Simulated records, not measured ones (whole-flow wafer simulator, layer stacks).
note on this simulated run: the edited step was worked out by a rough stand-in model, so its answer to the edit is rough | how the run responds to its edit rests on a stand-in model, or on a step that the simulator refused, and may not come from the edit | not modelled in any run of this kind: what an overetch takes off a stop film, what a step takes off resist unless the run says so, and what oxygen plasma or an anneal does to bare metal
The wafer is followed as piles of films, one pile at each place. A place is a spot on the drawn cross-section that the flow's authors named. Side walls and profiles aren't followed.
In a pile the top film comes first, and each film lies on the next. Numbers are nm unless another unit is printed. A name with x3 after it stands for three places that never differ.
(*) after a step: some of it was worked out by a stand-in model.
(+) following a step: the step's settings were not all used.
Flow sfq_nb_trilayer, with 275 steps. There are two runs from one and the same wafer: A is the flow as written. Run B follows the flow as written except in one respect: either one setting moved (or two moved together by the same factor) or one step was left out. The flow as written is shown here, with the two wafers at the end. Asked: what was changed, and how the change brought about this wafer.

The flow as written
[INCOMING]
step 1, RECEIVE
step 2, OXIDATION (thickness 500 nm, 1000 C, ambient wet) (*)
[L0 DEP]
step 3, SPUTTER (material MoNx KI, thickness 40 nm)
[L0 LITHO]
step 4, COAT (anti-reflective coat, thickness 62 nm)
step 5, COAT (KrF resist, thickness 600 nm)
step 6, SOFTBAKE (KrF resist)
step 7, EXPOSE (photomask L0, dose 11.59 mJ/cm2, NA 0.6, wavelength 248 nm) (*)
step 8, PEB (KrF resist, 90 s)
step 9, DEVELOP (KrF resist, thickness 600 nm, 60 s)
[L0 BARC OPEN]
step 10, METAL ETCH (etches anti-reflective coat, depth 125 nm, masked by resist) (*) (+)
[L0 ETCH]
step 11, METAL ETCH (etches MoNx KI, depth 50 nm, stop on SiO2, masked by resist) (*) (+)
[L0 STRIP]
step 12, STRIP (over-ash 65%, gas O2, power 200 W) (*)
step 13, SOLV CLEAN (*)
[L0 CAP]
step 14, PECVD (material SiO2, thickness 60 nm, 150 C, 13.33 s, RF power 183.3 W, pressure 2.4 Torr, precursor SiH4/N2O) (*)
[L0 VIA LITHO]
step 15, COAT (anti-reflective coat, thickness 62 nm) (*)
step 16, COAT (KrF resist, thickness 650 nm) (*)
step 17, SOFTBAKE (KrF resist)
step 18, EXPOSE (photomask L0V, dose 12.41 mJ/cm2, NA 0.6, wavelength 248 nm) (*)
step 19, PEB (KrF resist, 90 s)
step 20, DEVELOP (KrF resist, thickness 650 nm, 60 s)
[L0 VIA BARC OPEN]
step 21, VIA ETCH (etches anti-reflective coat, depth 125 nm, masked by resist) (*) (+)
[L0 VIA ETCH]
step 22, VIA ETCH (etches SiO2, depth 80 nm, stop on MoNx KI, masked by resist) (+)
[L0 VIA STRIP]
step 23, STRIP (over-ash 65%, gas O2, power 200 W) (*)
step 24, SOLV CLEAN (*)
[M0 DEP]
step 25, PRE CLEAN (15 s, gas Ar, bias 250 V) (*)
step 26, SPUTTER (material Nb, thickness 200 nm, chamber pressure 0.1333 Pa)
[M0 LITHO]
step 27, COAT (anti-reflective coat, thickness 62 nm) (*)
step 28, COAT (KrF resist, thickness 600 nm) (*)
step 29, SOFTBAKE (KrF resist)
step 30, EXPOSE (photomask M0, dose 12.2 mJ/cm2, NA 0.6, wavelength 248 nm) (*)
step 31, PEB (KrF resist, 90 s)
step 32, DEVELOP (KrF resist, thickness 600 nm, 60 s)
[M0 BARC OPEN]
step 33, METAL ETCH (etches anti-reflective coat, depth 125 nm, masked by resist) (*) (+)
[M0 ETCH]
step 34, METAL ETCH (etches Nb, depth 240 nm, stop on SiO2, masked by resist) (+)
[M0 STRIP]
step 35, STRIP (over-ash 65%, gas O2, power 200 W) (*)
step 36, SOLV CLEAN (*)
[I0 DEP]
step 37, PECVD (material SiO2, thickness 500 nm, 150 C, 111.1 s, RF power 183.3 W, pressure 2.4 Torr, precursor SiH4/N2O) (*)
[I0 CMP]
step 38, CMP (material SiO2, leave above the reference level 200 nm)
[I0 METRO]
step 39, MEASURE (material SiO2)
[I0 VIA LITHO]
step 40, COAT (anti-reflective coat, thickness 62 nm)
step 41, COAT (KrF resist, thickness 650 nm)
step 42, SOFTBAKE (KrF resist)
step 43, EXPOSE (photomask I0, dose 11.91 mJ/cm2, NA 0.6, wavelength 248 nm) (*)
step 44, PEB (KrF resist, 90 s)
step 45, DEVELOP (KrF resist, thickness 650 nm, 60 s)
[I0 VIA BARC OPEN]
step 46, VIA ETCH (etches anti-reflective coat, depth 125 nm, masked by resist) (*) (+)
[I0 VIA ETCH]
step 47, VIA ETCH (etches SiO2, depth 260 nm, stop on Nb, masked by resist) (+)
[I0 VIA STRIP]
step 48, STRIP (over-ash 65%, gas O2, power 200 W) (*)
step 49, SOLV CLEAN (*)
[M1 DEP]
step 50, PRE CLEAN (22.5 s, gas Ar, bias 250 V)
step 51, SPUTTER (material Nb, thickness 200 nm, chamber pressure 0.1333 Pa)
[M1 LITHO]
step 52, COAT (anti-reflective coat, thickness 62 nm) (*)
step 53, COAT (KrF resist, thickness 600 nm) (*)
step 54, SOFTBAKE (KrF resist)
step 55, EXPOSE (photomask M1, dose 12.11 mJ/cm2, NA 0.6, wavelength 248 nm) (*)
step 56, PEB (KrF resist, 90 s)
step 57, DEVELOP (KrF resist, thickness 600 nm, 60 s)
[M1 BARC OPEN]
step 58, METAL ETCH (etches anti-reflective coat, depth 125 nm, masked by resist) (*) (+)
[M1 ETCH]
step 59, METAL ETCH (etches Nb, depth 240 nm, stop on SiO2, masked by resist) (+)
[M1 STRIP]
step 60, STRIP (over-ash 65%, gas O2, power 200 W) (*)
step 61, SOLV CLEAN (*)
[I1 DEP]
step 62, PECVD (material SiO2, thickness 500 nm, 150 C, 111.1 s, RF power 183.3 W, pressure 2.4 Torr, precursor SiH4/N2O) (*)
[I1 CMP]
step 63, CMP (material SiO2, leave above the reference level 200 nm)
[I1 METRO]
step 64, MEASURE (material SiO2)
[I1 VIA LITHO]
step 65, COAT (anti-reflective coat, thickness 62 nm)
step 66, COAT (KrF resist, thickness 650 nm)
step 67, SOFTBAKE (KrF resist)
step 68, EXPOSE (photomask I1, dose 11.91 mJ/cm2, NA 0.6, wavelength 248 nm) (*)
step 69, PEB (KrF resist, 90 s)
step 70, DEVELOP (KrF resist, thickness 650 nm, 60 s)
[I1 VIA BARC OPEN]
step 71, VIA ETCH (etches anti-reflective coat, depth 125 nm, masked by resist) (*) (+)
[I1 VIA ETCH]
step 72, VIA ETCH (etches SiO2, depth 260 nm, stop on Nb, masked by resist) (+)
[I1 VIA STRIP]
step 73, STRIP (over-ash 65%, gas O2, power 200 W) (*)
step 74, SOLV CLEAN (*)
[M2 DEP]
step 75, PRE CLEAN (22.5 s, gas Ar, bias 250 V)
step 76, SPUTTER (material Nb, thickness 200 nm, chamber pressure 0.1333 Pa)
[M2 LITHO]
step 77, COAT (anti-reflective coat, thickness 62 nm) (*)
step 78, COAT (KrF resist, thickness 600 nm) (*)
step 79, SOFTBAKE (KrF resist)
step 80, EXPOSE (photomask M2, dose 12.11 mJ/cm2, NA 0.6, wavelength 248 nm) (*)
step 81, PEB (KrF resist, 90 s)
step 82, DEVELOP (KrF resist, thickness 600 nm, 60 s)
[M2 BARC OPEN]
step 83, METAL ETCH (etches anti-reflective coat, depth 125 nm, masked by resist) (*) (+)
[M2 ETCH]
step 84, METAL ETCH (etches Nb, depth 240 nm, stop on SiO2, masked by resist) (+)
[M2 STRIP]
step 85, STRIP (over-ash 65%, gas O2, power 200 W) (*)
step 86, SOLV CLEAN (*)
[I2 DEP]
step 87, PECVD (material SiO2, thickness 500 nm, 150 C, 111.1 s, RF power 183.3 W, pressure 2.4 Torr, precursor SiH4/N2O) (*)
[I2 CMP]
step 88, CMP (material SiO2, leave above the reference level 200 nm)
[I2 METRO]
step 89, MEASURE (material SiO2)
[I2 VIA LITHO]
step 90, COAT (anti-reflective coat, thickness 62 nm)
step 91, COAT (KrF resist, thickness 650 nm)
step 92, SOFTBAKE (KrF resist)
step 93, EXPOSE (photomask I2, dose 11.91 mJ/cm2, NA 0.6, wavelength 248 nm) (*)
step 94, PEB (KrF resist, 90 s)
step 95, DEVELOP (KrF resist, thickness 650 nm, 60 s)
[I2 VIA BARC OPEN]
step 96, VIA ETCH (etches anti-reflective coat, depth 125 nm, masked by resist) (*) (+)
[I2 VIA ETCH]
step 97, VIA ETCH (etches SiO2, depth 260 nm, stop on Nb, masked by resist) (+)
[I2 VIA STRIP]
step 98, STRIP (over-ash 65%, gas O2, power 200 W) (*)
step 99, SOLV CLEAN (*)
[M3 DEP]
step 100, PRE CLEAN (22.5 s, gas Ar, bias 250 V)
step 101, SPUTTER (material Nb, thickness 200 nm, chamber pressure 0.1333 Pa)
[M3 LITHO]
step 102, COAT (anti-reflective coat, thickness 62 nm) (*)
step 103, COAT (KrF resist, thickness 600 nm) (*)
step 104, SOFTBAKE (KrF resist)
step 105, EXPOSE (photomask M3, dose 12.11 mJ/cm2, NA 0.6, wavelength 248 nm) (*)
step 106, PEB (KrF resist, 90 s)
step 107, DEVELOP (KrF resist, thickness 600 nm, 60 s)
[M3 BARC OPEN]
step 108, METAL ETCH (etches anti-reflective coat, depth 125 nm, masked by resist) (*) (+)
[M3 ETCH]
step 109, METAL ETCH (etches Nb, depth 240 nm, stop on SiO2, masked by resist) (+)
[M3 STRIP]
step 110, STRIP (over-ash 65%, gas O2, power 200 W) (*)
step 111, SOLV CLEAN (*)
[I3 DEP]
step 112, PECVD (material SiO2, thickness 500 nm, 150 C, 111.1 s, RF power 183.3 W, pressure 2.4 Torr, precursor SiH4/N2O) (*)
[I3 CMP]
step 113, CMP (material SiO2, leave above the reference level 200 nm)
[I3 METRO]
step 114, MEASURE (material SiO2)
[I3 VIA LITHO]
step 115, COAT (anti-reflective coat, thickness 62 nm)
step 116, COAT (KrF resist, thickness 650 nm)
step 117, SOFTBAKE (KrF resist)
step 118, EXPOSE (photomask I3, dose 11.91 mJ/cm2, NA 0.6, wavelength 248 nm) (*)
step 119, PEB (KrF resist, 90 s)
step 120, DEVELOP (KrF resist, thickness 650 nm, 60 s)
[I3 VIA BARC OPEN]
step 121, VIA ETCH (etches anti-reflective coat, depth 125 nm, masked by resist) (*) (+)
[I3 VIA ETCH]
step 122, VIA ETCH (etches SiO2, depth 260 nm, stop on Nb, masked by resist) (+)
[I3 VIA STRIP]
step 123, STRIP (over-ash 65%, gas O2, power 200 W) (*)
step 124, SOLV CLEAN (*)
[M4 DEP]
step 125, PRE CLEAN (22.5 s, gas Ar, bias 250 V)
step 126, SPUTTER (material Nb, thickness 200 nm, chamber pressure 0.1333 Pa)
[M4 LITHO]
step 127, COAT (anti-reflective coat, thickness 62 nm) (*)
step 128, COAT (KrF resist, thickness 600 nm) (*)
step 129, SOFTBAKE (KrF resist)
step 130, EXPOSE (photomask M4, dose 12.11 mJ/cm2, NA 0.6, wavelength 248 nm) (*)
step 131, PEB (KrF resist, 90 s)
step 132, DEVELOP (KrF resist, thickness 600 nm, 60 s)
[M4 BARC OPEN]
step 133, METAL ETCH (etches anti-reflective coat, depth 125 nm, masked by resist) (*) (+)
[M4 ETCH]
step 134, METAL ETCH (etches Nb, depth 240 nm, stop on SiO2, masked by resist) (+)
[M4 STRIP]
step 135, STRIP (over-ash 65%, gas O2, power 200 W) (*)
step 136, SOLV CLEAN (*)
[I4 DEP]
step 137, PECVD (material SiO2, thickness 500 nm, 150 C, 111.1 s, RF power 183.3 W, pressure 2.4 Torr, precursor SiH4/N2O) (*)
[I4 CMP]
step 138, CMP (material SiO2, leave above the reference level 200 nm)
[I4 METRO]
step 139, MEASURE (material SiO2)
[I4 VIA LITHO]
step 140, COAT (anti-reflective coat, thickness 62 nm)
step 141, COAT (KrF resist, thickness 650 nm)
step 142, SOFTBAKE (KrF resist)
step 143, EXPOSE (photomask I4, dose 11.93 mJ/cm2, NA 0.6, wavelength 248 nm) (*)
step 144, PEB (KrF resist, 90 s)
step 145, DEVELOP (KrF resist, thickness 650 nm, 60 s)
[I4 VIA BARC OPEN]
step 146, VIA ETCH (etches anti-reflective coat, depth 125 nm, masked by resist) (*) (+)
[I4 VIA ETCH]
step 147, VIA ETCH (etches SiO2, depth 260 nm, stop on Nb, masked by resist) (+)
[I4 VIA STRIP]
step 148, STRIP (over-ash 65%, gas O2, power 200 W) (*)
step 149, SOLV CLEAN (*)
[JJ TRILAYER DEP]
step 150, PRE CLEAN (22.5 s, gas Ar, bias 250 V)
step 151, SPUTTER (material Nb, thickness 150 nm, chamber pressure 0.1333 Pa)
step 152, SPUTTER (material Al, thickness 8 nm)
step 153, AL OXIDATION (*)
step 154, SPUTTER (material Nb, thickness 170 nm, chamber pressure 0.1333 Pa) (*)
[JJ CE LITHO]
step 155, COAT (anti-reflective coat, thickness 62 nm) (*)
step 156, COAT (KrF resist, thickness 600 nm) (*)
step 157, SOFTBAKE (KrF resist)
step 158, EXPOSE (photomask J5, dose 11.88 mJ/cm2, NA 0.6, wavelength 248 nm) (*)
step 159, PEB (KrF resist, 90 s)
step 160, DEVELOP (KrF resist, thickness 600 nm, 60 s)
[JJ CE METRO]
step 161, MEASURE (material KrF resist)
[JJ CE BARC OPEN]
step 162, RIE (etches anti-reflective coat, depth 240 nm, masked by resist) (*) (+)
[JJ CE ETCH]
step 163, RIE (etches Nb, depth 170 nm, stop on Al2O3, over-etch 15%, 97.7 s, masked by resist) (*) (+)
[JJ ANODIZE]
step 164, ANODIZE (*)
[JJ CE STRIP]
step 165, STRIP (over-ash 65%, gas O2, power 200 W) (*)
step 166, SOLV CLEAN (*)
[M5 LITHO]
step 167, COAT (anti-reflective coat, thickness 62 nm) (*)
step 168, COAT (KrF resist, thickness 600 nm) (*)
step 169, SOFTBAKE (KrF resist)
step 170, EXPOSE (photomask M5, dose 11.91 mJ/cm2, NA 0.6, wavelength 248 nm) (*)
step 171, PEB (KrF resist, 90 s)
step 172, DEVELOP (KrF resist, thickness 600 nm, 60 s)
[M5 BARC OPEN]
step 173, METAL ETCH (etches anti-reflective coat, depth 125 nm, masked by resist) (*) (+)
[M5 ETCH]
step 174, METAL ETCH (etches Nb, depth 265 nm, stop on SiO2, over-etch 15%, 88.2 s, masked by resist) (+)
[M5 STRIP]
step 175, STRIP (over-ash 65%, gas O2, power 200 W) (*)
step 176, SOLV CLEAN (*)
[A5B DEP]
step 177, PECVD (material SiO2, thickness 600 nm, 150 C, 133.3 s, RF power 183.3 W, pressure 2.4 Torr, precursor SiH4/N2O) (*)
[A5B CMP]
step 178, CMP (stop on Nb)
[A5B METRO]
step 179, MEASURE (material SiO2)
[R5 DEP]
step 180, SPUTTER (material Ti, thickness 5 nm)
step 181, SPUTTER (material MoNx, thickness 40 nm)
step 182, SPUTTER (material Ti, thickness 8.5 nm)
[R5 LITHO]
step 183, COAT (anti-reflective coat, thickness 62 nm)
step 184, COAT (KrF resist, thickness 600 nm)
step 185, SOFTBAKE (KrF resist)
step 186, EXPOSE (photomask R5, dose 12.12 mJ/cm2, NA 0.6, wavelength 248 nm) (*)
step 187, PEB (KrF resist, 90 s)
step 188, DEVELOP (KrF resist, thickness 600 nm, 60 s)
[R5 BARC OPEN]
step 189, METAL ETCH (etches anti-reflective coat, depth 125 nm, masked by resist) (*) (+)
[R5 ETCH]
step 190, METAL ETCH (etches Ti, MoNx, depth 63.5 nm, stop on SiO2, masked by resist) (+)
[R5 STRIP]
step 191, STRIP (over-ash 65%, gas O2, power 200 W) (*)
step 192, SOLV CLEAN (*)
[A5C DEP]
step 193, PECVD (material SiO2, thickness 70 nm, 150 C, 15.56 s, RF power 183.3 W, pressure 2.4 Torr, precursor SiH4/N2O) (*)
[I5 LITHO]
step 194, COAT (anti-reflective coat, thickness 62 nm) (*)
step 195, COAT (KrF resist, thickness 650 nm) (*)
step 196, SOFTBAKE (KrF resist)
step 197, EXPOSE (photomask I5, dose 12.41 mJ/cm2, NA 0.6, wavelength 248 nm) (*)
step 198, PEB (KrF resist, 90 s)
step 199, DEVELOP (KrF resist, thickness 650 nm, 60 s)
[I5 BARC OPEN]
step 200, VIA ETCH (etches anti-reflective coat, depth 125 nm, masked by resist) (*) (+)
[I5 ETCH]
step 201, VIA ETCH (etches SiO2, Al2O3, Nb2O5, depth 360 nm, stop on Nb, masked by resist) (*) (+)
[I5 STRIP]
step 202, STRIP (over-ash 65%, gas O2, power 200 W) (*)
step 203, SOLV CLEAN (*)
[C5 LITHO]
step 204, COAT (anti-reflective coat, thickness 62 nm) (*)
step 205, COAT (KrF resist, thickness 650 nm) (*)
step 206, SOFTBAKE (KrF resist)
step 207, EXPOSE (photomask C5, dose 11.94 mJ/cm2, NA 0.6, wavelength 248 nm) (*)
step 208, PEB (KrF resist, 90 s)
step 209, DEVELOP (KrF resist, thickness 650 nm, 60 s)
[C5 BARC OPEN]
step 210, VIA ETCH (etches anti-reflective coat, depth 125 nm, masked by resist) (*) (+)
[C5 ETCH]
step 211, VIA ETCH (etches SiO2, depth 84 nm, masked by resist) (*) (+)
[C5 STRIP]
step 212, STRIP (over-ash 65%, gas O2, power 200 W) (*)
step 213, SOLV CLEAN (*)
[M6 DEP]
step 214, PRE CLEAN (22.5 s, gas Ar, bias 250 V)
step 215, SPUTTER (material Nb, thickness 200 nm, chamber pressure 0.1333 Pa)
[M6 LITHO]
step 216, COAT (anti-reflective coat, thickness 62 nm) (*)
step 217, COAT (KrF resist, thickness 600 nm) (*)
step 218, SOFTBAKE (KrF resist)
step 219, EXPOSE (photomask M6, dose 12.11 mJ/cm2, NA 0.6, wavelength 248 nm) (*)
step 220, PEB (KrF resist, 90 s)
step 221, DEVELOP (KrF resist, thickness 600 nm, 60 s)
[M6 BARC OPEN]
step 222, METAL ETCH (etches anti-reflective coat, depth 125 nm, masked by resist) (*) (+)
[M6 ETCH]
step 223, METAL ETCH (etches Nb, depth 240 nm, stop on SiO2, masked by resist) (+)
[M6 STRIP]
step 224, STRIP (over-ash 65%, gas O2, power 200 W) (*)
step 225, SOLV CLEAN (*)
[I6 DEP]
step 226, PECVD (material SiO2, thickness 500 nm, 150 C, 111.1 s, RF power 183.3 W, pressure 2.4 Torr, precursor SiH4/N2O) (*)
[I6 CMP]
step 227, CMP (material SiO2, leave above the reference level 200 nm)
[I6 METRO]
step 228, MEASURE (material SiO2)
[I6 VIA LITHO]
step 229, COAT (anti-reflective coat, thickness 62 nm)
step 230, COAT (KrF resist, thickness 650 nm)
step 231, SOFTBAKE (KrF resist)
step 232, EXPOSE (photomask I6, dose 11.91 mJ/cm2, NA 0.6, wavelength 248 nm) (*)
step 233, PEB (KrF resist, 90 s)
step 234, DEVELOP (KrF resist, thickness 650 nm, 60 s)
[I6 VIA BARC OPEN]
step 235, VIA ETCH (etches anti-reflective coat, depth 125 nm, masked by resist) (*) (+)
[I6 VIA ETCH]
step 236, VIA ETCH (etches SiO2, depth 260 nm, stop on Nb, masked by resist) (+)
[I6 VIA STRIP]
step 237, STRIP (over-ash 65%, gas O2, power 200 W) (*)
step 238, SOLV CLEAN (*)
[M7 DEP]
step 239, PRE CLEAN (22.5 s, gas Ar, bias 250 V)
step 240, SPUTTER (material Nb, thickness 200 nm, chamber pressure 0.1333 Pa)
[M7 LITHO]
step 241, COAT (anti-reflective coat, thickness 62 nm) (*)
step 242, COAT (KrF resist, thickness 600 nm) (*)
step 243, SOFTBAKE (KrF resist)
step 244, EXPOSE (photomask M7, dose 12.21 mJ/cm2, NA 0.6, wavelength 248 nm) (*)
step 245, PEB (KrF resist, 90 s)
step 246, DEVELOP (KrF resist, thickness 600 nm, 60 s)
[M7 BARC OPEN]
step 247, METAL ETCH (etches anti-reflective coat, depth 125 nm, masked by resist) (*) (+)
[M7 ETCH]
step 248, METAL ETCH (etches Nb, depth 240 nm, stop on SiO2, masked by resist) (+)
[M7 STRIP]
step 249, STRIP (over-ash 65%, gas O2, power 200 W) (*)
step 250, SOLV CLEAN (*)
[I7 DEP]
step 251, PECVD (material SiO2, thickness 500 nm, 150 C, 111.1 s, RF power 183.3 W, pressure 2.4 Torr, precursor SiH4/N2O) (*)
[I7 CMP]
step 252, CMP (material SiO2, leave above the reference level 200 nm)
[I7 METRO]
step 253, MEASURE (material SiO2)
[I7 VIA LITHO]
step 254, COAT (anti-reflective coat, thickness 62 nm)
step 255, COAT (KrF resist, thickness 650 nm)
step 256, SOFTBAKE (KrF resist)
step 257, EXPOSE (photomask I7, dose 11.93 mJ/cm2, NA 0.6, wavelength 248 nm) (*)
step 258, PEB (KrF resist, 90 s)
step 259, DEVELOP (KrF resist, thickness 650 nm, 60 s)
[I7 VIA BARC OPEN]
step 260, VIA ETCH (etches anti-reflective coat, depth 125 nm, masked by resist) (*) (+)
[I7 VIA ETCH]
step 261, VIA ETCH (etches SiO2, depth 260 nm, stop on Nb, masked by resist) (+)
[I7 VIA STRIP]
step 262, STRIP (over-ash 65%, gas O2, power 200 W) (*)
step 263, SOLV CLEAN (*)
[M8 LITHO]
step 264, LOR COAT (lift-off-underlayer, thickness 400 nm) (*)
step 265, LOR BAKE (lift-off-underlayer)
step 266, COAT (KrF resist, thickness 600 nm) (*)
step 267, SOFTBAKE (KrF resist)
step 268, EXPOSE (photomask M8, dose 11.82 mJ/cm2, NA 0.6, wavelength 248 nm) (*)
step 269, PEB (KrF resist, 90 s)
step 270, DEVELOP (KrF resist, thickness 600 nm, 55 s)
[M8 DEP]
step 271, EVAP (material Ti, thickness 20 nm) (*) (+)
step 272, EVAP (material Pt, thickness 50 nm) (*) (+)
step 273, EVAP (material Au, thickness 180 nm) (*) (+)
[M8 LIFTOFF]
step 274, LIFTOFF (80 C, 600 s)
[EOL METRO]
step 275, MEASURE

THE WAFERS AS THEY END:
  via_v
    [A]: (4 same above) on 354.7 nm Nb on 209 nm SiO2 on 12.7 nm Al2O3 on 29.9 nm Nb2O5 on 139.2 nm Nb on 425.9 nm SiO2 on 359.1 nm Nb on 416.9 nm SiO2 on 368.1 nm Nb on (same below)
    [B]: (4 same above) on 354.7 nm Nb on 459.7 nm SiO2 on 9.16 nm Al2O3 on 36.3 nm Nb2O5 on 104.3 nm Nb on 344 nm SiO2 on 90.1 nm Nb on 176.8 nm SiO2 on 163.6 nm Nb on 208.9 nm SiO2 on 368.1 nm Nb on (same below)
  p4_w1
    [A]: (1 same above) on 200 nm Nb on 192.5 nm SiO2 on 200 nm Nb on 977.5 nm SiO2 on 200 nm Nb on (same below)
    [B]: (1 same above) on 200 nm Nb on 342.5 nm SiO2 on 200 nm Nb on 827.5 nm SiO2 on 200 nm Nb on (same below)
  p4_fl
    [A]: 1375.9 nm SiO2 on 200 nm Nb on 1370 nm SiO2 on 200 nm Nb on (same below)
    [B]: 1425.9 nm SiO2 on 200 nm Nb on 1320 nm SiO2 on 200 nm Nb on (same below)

The reason: step 87, PECVD: thickness 250 nm was run, while the flow as written has thickness 500 nm; step 87, PECVD: 55.56 s was run, where the flow has 111.1 s.

The path from the change to this, step by step:
  step 87, PECVD (material SiO2, thickness 500 nm, 150 C, 111.1 s, RF power 183.3 W, pressure 2.4 Torr, precursor SiH4/N2O) (*)
      field_l, be, be_sur and 81 more: A +500 SiO2 | B +250 SiO2
      v_sur, via_wl, via_w and 18 more: A +500 SiO2 (new film) | B +250 SiO2 (new film)
      (also at 1 further place)
  step 88, CMP (material SiO2, leave above the reference level 200 nm)
      field_l, be, be_sur and 81 more: A -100 SiO2 | B nothing
      via_v: A -181.6 SiO2 | B nothing
      (also at 21 further places)
  step 90, COAT (anti-reflective coat, thickness 62 nm)
      m0r_space_l, m0r_space_r, m6r_space_l, m6r_space_r, m7r_space_l, m7r_space_r: A +62 anti-reflective coat (new film) | B +80 anti-reflective coat (new film)
      p3_s1, p3_l2, p3_s2, p3_s5, p3_l6: A +62 anti-reflective coat (new film) | B +63.9 anti-reflective coat (new film)
      (also at 68 further places)
  step 91, COAT (KrF resist, thickness 650 nm)
      m0r_line_l, m0r_line_r, m6r_line_l, m6r_line_r, m7r_line_l, m7r_line_r: A +650 KrF resist (new film) | B +679.6 KrF resist (new film)
      m0r_space_l, m0r_space_r, m6r_space_l, m6r_space_r, m7r_space_l, m7r_space_r: A +650 KrF resist (new film) | B +669.1 KrF resist (new film)
      (also at 52 further places)
  step 95, DEVELOP (KrF resist, thickness 650 nm, 60 s)
      via_w: A -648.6 KrF resist (all of it) | B -595.6 KrF resist (all of it)
  step 96, VIA ETCH (etches anti-reflective coat, depth 125 nm, masked by resist) (*) (+)
      field_l, v_sur, via_wl and 102 more: A -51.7 KrF resist | B -41.6 KrF resist
      via_w: A -62 anti-reflective coat (all of it), -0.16 SiO2 | B -49.9 anti-reflective coat (all of it), -0.12 SiO2
  step 98, STRIP (over-ash 65%, gas O2, power 200 W) (*)
      m0r_line_l, m0r_line_r, m6r_line_l, m6r_line_r, m7r_line_l, m7r_line_r: A -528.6 KrF resist (all of it), -62 anti-reflective coat (all of it) | B -568.3 KrF resist (all of it), -62.4 anti-reflective coat (all of it)
      m0r_space_l, m0r_space_r, m6r_space_l, m6r_space_r, m7r_space_l, m7r_space_r: A -528.6 KrF resist (all of it), -62 anti-reflective coat (all of it) | B -557.7 KrF resist (all of it), -80 anti-reflective coat (all of it)
      (also at 93 further places)
  step 101, SPUTTER (material Nb, thickness 200 nm, chamber pressure 0.1333 Pa)
      via_v: A +200 Nb (new film) | B +163.6 Nb (new film)
  step 102, COAT (anti-reflective coat, thickness 62 nm) (*)
      p3_l2, p3_s2, p3_s5, p3_l6: A +62 anti-reflective coat (new film) | B +63.8 anti-reflective coat (new film)
      wl_f_sr, wl_g_sl, wl_g_m5, l0r_line_l: A +62 anti-reflective coat (new film) | B +70.3 anti-reflective coat (new film)
      (also at 71 further places)
  step 103, COAT (KrF resist, thickness 600 nm) (*)
      m0r_line_l, m6r_line_l, m7r_line_l: A +600 KrF resist (new film) | B +627.3 KrF resist (new film)
      m0r_space_l, m6r_space_l, m7r_space_l: A +600 KrF resist (new film) | B +619.3 KrF resist (new film)
      (also at 60 further places)
  step 107, DEVELOP (KrF resist, thickness 600 nm, 60 s)
      m0r_line_l, m6r_line_l, m7r_line_l: A -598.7 KrF resist (all of it) | B -626 KrF resist (all of it)
      m0r_space_l, m6r_space_l, m7r_space_l: A -598.7 KrF resist (all of it) | B -618 KrF resist (all of it)
      (also at 37 further places)
  step 108, METAL ETCH (etches anti-reflective coat, depth 125 nm, masked by resist) (*) (+)
      m5r_linepad_l, m5r_linepad_r, r5r_spacepad_l, r5r_spacepad_r: A -62 anti-reflective coat (all of it) | B -125 anti-reflective coat
      v_sur, via_wl, via_w and 28 more: A -51.7 KrF resist | B -69.4 KrF resist
      (also at 48 further places)
  step 109, METAL ETCH (etches Nb, depth 240 nm, stop on SiO2, masked by resist) (+)
      m5r_linepad_l, m5r_linepad_r: A -200 Nb (all of it) | B -16.3 anti-reflective coat (all of it), -200 Nb (all of it)
      r5r_spacepad_l, r5r_spacepad_r: A -200 Nb (all of it) | B -17.1 anti-reflective coat (all of it), -200 Nb (all of it)
  step 110, STRIP (over-ash 65%, gas O2, power 200 W) (*)
      v_sur: A -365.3 KrF resist (all of it), -61.1 anti-reflective coat (all of it) | B -285.3 KrF resist (all of it), -40.6 anti-reflective coat (all of it)
      via_wl: A -384.2 KrF resist (all of it), -34.2 anti-reflective coat (all of it) | B -299.1 KrF resist (all of it), -28.9 anti-reflective coat (all of it)
      (also at 28 further places)
  step 112, PECVD (material SiO2, thickness 500 nm, 150 C, 111.1 s, RF power 183.3 W, pressure 2.4 Torr, precursor SiH4/N2O) (*)
      via_v: A +500 SiO2 (new film) | B +601.5 SiO2 (new film)
  step 113, CMP (material SiO2, leave above the reference level 200 nm)
      field_l, be, be_sur and 64 more: A -100 SiO2 | B nothing
      p4_w1, p4_w2, p4_w3 and 6 more: A -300 SiO2 | B -150 SiO2
      (also at 9 further places)
  ... 32 further steps ...
  step 178, CMP (stop on Nb)
      via_v: A -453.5 SiO2 | B -340.8 SiO2
With metal films that touch counted as one body, via_v has 7 bodies (between them, from the top down: SiO2 437.8; SiO2 459.7 / Al2O3 9.16 / Nb2O5 36.3; SiO2 344; SiO2 176.8; SiO2 208.9; SiO2 192.5); the flow as written gives 6 bodies (between them, from the top down: SiO2 437.8; SiO2 209 / Al2O3 12.7 / Nb2O5 29.9; SiO2 425.9; SiO2 416.9; SiO2 192.5).
